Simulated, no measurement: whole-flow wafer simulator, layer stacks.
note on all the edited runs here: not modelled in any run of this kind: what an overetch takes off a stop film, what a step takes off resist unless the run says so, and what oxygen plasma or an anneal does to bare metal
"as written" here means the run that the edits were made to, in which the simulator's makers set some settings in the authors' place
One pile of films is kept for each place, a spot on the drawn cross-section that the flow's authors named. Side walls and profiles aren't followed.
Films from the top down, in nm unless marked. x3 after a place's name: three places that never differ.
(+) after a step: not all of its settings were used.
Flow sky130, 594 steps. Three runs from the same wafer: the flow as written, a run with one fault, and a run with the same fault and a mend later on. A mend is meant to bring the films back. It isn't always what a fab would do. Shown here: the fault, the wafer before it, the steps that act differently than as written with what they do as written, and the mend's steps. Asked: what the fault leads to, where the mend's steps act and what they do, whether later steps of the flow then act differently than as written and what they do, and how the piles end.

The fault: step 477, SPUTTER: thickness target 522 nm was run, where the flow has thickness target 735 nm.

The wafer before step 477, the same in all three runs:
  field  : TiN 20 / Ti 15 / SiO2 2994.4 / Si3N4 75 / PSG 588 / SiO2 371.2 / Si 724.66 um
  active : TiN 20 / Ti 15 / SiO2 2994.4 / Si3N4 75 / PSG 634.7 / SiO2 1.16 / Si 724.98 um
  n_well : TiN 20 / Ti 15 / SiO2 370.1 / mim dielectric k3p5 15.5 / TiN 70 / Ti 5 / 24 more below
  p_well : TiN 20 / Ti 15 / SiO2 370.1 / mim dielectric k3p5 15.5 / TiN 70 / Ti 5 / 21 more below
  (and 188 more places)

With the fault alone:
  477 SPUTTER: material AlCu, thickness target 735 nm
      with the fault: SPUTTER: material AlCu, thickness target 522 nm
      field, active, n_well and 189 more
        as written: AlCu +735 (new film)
        with the fault: AlCu +522 (new film)
  Later steps of the flow that act differently than as written (7 more steps differ only slightly, by at most 2% or 0.5 nm, whichever is larger, and aren't shown):
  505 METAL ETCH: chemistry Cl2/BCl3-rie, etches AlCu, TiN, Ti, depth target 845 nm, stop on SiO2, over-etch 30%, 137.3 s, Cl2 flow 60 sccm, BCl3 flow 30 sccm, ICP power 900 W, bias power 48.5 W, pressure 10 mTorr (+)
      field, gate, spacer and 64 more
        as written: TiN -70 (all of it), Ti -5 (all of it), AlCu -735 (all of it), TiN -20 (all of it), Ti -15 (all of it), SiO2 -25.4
        with the fault: TiN -70 (all of it), Ti -5 (all of it), AlCu -522 (all of it), TiN -20 (all of it), Ti -15 (all of it), SiO2 -46.7
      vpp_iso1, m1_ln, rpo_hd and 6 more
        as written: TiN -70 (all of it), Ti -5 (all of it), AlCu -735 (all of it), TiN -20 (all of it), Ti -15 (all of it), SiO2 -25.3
        with the fault: TiN -70 (all of it), Ti -5 (all of it), AlCu -522 (all of it), TiN -20 (all of it), Ti -15 (all of it), SiO2 -46.6
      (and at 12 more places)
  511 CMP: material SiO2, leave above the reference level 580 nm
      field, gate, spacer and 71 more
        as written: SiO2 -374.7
        with the fault: SiO2 -566.3
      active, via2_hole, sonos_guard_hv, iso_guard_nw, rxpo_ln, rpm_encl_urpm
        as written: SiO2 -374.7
        with the fault: SiO2 -566.4
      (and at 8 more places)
  At the end the piles differ from the flow's by more than 2% or 0.5 nm, whichever is larger, at field, active, n_well and 190 more.
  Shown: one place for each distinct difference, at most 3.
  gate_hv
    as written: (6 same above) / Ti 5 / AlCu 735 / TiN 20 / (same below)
    with the fault: (6 same above) / Ti 5 / AlCu 522 / TiN 20 / (same below)
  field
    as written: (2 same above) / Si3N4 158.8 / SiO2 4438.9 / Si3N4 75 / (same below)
    with the fault: (2 same above) / Si3N4 158.8 / SiO2 4225.9 / Si3N4 75 / (same below)
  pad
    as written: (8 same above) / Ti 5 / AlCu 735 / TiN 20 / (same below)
    with the fault: (8 same above) / Ti 5 / AlCu 522 / TiN 20 / (same below)

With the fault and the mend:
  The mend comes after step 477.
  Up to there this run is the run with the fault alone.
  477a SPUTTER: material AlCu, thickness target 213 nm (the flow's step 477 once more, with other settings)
      field, active, n_well and 189 more
        AlCu +213
  No later step of the flow acts differently than as written at any place that is followed.
  At the end the piles are the same as the flow's at every place that both follow.
